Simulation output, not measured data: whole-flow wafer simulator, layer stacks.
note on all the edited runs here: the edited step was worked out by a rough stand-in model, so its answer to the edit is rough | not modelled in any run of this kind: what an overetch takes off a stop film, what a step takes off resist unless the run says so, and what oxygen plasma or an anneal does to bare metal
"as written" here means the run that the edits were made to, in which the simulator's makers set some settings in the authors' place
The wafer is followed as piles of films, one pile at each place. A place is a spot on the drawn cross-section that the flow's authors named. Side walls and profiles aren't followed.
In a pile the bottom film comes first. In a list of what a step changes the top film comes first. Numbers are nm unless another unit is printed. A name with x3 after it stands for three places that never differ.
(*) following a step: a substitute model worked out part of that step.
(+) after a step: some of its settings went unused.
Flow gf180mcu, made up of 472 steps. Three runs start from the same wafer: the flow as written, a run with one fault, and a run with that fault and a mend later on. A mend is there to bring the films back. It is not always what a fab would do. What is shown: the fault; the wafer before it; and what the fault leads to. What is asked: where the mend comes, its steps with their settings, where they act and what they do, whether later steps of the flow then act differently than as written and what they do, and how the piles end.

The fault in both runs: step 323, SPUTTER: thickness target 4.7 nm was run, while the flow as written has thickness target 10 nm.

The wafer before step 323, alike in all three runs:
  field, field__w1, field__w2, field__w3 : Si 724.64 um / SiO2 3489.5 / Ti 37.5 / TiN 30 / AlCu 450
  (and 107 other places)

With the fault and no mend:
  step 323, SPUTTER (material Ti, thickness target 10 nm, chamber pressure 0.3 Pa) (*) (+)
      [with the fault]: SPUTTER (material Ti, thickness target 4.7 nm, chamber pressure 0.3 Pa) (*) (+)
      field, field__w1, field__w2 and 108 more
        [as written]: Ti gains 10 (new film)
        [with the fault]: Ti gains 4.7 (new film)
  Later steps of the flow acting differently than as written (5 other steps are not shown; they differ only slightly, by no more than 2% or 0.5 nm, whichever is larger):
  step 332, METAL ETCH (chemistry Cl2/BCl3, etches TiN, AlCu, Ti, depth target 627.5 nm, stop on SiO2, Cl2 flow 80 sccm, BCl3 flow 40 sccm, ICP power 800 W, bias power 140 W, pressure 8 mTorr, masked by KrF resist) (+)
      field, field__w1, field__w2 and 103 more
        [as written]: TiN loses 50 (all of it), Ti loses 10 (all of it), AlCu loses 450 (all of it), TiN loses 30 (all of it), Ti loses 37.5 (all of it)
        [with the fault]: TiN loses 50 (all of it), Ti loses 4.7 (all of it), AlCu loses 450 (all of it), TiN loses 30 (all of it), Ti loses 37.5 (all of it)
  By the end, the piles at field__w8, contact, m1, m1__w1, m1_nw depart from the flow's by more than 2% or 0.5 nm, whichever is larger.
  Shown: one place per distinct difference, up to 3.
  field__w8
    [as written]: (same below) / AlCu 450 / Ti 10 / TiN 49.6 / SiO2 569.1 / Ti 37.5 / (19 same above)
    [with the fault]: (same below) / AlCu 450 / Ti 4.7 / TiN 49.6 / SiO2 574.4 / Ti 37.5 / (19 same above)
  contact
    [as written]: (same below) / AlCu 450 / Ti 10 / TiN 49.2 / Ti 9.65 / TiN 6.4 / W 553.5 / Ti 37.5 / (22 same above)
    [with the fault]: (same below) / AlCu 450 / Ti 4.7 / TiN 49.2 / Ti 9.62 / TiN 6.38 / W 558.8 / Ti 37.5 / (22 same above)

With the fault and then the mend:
  After step 323 comes the mend.
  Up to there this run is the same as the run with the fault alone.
  step 323a, SPUTTER (material Ti, thickness target 5.3 nm, chamber pressure 0.3 Pa) (*) (+) (the flow's step 323 again, with other settings)
      field, field__w1, field__w2 and 108 more
        Ti gains 5.3
  Later steps of the flow that are run all act as written at every place that is followed.
  At every place that both follow, the piles at the end match the flow's.
